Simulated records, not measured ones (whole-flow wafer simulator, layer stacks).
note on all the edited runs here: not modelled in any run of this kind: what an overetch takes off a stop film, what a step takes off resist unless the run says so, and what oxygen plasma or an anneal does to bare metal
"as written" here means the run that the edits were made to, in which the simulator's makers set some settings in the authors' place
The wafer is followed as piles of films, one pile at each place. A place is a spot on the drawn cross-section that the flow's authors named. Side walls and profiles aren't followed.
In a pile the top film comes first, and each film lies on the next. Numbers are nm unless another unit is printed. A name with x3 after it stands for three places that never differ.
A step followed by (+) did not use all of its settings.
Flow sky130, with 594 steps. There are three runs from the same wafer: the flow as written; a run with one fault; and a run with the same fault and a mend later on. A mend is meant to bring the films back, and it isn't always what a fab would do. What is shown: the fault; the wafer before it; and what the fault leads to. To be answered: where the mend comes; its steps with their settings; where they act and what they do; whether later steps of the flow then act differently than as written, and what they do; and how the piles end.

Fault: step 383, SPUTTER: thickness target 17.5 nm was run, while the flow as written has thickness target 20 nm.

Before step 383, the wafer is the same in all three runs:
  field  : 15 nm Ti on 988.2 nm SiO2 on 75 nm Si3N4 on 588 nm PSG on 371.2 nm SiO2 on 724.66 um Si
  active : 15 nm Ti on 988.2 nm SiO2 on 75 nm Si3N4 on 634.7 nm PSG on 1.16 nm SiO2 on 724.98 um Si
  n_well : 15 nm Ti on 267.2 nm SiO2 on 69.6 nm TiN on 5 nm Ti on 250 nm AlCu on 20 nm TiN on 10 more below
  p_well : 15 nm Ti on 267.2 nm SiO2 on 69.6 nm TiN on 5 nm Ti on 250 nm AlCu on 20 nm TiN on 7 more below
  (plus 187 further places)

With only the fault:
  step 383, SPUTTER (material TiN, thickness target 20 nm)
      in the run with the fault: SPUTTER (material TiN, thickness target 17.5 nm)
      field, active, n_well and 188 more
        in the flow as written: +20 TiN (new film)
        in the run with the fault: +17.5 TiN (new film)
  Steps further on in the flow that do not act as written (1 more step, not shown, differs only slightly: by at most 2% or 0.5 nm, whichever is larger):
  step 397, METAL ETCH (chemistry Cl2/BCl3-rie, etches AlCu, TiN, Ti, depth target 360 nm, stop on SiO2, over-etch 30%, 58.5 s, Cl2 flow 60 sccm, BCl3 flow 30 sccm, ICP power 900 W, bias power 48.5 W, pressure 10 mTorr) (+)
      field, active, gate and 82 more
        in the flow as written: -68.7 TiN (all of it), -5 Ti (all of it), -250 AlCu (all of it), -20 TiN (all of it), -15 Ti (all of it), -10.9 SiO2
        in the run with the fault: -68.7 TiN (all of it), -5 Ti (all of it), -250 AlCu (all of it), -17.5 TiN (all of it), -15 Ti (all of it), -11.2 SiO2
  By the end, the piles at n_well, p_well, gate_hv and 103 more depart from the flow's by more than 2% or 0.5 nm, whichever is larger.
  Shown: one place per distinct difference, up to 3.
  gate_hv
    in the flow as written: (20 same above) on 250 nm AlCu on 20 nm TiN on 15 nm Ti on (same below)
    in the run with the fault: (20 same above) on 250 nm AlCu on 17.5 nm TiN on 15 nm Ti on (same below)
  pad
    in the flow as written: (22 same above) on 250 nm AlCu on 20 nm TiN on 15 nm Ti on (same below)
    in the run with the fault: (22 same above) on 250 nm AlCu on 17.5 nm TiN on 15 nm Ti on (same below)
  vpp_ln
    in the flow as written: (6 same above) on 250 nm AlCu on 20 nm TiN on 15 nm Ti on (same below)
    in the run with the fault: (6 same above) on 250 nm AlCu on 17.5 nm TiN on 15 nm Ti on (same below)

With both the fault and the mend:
  The mend follows step 383.
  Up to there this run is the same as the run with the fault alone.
  step 383a, SPUTTER (material TiN, thickness target 2.5 nm) (a further turn of the flow's step 383, with different settings)
      field, active, n_well and 188 more
        +2.5 TiN
  Later steps of the flow that are run all act as written at every place that is followed.
  The piles end the same as the flow's at every place that both follow.
